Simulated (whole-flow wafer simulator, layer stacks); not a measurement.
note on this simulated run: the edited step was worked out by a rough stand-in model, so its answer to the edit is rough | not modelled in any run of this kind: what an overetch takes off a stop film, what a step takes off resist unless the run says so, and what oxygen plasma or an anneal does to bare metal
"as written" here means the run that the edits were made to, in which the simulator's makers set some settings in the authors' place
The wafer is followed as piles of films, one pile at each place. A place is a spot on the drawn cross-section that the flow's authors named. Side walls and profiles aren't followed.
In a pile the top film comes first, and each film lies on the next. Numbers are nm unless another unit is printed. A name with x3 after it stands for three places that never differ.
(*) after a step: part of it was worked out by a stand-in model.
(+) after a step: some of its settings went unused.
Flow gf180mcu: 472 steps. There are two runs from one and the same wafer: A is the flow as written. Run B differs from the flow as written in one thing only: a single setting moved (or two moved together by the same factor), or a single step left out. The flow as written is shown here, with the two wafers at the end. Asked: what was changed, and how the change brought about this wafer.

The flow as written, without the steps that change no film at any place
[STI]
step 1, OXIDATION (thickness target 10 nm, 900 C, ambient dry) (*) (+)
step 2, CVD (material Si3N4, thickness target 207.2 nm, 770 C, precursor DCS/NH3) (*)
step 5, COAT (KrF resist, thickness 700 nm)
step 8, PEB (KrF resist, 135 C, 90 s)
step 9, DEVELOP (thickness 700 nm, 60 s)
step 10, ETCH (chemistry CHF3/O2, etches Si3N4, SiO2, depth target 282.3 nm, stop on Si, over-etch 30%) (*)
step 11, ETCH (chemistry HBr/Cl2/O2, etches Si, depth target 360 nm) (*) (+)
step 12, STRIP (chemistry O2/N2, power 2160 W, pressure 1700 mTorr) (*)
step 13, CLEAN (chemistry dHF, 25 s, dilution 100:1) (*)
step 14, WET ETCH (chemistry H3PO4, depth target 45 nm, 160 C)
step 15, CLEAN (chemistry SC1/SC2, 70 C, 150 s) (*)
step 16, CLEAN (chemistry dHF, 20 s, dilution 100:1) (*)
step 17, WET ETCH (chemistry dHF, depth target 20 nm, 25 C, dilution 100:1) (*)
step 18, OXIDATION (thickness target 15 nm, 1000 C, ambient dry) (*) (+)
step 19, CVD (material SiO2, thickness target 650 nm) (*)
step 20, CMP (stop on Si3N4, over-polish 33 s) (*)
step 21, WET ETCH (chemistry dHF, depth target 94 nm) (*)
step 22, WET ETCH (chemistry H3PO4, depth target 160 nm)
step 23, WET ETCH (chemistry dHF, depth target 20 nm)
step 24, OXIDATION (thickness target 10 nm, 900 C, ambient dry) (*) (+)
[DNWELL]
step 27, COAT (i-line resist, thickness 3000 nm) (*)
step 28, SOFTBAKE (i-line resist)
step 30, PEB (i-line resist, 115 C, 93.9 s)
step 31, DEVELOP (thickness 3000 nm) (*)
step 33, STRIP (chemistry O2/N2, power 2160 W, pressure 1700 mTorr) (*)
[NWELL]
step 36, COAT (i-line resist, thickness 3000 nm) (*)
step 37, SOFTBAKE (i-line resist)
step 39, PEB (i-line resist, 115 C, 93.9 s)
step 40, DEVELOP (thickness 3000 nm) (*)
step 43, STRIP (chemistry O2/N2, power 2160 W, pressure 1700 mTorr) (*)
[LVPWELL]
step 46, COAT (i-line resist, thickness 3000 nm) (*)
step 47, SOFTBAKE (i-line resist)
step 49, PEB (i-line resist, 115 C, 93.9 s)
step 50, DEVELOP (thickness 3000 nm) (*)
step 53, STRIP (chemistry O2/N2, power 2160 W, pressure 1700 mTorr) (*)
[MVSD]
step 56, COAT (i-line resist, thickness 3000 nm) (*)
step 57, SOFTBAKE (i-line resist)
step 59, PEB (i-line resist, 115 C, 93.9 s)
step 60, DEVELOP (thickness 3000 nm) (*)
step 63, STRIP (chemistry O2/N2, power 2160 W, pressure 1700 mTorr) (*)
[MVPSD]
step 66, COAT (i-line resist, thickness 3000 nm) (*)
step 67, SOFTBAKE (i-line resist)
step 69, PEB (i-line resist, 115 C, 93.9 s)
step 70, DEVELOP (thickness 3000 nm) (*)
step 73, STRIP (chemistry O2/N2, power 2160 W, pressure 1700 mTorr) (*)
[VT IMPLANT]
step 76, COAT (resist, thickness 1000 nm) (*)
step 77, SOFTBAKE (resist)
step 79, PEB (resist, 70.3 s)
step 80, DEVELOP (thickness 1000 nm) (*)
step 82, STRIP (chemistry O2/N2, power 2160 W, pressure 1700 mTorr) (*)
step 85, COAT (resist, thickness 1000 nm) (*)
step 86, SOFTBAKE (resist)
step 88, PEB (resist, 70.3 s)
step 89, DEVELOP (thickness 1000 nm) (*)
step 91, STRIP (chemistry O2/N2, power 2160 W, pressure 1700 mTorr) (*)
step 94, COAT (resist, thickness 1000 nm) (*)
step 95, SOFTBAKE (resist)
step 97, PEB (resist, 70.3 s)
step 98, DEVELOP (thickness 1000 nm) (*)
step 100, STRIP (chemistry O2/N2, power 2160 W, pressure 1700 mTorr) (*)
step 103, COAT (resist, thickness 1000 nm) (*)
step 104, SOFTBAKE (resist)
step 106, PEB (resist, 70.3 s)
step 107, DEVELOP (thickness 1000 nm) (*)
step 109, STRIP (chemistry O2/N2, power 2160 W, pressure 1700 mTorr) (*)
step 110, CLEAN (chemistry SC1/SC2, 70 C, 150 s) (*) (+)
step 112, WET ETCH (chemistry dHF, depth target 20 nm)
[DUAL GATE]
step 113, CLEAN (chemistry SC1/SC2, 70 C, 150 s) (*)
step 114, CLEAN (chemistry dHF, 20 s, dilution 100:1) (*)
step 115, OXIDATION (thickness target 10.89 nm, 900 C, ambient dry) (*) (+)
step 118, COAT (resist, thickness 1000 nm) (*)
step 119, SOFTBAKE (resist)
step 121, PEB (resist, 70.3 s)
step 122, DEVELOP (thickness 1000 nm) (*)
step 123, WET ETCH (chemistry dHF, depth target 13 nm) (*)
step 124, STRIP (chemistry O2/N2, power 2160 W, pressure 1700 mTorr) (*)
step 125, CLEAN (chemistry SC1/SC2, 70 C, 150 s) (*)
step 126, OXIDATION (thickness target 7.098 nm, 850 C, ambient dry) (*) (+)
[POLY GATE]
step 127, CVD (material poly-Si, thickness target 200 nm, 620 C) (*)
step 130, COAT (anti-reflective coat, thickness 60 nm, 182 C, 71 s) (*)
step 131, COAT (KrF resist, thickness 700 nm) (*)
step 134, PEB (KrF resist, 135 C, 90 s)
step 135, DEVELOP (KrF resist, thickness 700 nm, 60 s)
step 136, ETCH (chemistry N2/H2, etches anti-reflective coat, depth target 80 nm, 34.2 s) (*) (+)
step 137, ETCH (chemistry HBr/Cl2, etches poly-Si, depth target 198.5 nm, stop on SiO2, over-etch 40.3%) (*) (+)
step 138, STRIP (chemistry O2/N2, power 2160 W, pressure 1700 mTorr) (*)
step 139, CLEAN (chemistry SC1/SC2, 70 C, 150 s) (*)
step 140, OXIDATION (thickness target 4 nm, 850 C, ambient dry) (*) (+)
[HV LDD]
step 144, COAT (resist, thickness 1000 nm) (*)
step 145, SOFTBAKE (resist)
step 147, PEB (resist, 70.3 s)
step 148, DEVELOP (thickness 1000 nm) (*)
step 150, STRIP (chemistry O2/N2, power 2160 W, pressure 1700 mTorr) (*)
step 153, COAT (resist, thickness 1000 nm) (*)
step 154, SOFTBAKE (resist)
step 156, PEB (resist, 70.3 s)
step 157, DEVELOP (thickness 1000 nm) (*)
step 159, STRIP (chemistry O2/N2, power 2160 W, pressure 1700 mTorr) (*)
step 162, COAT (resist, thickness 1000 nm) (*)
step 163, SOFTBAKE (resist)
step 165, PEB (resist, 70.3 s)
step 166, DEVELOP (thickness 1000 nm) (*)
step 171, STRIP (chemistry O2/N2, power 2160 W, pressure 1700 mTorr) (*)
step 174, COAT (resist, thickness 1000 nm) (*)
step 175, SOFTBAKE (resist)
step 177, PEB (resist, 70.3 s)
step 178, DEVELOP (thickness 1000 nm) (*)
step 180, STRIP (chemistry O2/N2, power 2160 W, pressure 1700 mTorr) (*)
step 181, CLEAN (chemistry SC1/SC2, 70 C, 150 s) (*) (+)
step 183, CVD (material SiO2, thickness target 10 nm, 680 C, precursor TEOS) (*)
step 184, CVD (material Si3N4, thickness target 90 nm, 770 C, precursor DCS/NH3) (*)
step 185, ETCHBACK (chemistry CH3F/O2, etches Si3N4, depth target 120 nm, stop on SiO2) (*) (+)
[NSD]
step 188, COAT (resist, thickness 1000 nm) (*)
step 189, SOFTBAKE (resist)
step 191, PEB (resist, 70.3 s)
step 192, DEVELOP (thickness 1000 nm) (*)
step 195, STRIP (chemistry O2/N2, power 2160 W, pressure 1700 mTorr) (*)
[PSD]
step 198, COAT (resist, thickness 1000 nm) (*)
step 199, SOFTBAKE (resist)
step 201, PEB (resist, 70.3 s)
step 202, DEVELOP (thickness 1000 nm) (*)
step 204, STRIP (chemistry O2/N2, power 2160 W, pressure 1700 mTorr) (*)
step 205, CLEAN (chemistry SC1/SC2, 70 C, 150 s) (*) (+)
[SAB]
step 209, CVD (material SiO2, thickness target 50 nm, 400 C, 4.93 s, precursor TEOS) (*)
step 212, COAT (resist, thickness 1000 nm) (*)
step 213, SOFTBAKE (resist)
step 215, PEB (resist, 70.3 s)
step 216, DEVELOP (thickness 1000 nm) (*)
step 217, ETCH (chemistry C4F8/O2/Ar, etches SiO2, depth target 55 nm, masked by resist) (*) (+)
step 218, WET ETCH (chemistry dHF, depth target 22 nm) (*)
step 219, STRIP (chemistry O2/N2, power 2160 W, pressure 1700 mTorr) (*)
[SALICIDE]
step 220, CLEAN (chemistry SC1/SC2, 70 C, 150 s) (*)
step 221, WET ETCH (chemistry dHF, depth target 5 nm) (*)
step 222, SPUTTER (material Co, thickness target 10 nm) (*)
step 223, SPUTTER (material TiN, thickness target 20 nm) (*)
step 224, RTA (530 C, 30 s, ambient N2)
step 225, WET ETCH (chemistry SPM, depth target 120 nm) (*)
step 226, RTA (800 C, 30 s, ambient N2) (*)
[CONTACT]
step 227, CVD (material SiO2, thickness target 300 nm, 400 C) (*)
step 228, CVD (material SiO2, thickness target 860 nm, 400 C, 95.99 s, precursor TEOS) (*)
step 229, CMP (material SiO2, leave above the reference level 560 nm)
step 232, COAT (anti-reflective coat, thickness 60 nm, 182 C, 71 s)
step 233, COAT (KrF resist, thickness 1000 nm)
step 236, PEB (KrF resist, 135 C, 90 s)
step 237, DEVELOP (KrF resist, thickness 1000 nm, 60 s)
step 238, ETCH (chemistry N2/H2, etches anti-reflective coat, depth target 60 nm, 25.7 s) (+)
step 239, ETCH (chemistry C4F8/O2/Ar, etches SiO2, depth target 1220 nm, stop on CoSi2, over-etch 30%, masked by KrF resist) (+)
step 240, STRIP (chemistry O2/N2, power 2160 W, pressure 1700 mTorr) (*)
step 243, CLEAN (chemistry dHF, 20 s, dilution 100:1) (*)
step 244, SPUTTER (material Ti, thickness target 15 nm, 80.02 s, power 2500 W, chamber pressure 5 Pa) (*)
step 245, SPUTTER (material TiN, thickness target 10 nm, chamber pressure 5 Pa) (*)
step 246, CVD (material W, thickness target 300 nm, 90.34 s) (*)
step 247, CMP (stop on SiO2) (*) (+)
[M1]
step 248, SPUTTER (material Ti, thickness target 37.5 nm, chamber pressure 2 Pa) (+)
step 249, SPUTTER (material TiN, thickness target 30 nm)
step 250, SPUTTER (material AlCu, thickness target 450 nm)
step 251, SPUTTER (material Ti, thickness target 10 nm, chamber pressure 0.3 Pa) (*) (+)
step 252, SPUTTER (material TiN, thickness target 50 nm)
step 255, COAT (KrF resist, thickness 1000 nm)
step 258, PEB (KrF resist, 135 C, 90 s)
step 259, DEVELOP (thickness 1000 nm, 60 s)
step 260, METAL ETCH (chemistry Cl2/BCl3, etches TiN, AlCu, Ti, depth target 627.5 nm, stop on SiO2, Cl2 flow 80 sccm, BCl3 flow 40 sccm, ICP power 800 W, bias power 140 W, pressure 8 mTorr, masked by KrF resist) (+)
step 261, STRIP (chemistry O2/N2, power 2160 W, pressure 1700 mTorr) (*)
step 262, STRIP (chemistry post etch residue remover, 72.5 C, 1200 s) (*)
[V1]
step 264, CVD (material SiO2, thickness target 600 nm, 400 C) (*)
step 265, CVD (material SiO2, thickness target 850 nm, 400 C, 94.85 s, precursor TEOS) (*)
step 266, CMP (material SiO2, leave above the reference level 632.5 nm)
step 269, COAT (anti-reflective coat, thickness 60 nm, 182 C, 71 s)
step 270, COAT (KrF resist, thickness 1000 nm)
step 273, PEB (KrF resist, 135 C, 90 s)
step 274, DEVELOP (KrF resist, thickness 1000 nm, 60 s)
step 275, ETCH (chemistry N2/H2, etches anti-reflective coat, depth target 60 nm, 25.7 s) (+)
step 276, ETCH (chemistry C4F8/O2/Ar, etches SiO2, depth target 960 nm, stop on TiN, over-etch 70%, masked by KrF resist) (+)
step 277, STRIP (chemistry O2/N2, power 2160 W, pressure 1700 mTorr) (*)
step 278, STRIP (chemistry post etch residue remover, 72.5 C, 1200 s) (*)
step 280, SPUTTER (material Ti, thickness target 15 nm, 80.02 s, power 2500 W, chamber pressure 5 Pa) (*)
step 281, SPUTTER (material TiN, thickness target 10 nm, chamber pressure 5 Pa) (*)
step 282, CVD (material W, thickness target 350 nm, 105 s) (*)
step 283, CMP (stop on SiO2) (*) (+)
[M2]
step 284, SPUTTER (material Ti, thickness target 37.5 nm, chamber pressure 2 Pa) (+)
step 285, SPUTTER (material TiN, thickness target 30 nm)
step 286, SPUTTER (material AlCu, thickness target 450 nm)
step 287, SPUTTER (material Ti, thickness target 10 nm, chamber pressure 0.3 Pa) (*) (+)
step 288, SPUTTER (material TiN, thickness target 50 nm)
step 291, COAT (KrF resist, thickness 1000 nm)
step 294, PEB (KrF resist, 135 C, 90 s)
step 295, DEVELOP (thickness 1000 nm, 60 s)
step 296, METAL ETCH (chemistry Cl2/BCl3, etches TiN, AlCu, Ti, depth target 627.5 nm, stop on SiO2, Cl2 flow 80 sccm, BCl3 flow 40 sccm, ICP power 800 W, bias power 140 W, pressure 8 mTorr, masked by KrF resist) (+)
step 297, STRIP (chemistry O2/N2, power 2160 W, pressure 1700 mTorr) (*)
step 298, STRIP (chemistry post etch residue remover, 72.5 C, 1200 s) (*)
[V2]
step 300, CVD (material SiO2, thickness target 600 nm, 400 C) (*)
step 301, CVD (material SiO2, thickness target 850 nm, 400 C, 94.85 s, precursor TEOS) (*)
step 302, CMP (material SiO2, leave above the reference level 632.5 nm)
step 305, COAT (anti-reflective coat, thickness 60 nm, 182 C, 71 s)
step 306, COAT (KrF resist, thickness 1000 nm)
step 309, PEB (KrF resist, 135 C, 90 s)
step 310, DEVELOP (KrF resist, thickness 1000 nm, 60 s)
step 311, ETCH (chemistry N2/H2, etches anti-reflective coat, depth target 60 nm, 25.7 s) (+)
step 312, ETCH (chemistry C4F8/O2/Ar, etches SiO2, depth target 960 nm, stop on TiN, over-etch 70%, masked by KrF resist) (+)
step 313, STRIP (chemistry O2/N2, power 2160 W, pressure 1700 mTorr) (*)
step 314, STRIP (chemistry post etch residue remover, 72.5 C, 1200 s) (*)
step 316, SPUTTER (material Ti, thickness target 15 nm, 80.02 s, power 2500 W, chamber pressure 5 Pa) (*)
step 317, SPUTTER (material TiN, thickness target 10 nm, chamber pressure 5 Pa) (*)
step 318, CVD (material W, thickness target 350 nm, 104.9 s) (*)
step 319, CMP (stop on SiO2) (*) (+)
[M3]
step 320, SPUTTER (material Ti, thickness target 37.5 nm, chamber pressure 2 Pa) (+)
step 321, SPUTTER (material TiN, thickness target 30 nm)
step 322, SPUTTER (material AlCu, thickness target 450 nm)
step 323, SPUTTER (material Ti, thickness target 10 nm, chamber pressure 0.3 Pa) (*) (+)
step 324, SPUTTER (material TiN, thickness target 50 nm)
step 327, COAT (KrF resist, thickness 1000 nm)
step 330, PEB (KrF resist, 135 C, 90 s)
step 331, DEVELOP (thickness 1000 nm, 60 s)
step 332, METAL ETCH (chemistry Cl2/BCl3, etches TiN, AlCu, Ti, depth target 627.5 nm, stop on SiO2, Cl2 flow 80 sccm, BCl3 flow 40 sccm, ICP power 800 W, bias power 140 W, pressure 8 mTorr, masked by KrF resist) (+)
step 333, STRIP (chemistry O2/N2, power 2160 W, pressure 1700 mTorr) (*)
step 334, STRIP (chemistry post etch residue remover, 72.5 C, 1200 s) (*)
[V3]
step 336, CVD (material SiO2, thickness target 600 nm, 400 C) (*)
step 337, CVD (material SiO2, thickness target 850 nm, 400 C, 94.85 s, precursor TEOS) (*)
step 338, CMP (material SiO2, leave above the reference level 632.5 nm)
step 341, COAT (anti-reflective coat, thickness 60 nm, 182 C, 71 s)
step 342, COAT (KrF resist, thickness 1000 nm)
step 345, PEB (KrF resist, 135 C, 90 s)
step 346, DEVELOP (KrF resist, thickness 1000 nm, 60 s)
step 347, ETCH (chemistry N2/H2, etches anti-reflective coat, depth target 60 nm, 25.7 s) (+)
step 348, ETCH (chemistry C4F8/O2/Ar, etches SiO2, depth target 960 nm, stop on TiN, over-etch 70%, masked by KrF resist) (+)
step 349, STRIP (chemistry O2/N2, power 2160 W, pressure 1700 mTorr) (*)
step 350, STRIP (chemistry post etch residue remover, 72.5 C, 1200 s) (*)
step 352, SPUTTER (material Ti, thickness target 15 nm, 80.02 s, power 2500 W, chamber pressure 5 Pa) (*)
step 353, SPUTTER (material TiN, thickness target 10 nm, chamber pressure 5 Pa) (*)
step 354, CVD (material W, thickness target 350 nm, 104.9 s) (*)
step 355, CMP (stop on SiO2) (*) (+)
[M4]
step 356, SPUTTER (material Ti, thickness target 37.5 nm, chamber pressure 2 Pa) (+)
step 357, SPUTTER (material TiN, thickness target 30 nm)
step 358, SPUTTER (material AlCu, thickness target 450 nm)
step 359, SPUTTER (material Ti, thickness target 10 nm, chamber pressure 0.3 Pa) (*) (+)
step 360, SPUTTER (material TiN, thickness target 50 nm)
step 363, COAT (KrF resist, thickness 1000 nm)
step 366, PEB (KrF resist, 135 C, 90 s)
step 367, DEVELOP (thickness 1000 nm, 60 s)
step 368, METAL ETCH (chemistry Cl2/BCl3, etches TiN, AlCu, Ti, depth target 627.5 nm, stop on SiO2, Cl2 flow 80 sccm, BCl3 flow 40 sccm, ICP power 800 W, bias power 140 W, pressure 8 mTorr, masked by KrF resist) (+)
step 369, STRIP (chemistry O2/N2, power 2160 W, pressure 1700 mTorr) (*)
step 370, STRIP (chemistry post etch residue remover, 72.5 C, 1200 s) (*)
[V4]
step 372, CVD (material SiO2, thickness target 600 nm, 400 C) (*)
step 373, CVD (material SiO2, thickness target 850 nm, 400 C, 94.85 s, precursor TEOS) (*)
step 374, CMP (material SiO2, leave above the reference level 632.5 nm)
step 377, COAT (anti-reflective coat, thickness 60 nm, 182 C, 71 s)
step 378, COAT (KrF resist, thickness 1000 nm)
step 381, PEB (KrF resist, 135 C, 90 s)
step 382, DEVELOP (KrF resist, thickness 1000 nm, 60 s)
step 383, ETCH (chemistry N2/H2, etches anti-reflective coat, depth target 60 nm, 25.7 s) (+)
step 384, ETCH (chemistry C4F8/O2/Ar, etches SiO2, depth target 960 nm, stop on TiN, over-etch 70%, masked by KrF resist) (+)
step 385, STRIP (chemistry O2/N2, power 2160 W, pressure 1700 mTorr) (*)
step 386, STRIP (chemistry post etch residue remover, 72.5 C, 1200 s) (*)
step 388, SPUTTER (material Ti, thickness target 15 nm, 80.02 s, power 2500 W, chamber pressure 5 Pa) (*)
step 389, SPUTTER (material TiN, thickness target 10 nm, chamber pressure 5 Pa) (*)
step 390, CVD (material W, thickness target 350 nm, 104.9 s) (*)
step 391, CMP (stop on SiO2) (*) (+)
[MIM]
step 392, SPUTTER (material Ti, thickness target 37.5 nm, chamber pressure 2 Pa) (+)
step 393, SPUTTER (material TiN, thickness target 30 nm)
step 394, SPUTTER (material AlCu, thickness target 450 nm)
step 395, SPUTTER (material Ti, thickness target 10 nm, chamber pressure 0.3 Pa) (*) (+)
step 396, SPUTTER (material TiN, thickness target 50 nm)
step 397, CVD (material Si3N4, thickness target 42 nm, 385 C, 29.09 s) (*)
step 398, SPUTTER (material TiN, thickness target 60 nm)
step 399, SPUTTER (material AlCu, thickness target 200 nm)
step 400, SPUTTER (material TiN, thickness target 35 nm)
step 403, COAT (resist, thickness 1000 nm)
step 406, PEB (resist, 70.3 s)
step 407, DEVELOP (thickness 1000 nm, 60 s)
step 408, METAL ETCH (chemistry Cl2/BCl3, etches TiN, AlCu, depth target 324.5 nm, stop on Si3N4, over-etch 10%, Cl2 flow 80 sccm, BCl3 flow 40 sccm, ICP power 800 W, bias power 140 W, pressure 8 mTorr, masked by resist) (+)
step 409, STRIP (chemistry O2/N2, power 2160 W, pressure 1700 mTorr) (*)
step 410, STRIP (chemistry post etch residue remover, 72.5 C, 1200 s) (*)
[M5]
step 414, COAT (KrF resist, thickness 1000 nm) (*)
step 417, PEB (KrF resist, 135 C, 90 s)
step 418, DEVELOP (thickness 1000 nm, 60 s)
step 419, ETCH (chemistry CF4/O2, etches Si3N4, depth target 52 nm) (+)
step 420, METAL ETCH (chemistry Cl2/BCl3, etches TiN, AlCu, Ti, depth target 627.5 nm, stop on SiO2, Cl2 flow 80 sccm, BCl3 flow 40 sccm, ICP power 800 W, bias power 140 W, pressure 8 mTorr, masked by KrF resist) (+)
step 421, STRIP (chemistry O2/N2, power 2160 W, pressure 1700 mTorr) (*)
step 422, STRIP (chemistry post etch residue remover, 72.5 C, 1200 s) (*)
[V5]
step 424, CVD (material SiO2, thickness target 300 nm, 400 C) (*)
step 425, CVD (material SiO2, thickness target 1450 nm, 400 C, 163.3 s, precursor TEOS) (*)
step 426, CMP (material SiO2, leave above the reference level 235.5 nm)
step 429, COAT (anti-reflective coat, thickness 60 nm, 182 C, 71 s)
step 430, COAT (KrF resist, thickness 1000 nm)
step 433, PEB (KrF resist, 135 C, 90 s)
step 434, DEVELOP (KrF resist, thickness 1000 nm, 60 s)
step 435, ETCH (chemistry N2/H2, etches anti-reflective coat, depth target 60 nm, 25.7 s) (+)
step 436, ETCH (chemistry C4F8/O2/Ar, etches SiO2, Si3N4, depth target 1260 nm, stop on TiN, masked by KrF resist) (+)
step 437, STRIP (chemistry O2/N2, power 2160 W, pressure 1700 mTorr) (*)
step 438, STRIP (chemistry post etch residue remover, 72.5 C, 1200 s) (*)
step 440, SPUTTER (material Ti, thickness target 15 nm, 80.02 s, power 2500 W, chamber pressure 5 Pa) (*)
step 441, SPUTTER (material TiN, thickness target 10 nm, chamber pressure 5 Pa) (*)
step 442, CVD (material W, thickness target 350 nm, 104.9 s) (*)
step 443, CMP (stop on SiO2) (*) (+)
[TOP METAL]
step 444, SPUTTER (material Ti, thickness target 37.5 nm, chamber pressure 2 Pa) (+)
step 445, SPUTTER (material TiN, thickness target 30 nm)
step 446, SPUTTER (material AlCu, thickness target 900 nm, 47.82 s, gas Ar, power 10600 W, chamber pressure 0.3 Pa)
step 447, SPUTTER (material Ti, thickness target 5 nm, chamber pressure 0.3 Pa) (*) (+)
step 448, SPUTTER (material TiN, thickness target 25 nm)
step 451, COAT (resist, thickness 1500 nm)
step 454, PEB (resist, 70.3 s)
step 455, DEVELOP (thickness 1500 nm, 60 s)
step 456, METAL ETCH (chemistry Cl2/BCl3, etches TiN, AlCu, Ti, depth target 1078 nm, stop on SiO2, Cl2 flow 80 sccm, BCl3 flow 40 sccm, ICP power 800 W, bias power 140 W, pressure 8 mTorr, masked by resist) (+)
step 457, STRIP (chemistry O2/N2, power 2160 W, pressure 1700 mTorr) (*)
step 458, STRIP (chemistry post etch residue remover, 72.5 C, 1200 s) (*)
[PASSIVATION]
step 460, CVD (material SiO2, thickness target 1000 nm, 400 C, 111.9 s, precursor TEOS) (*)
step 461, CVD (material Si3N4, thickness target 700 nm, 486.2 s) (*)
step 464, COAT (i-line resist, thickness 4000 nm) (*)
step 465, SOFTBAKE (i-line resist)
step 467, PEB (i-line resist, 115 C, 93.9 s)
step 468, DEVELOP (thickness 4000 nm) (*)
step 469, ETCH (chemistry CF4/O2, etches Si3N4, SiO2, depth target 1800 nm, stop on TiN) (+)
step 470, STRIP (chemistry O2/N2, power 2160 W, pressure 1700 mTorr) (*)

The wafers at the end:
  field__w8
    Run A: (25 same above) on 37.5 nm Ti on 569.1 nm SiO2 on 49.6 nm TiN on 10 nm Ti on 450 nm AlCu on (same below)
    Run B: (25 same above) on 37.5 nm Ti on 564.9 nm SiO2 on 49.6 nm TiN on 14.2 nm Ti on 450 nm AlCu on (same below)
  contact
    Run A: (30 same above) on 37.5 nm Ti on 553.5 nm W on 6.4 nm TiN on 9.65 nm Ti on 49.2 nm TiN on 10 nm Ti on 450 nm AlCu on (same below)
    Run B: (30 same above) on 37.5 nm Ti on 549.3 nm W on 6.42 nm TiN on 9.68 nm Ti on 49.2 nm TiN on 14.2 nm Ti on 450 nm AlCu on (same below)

What caused this: step 287, SPUTTER: thickness target 14.2 nm was run, while the flow as written has thickness target 10 nm.
One can read it off the wafer: field__w8 has Ti 14.2, and step 287 as written asks for 10 nm.

Step by step, how the change led to this:
  step 287, SPUTTER (material Ti, thickness target 10 nm, chamber pressure 0.3 Pa) (*) (+)
      field, field__w1, field__w2 and 108 more: A Ti gains 10 (new film) | B Ti gains 14.2 (new film)
  step 296, METAL ETCH (chemistry Cl2/BCl3, etches TiN, AlCu, Ti, depth target 627.5 nm, stop on SiO2, Cl2 flow 80 sccm, BCl3 flow 40 sccm, ICP power 800 W, bias power 140 W, pressure 8 mTorr, masked by KrF resist) (+)
      field, field__w1, field__w2 and 103 more: A TiN loses 50 (all of it), Ti loses 10 (all of it), AlCu loses 450 (all of it), TiN loses 30 (all of it), Ti loses 37.5 (all of it) | B TiN loses 50 (all of it), Ti loses 14.2 (all of it), AlCu loses 450 (all of it), TiN loses 30 (all of it), Ti loses 37.5 (all of it)
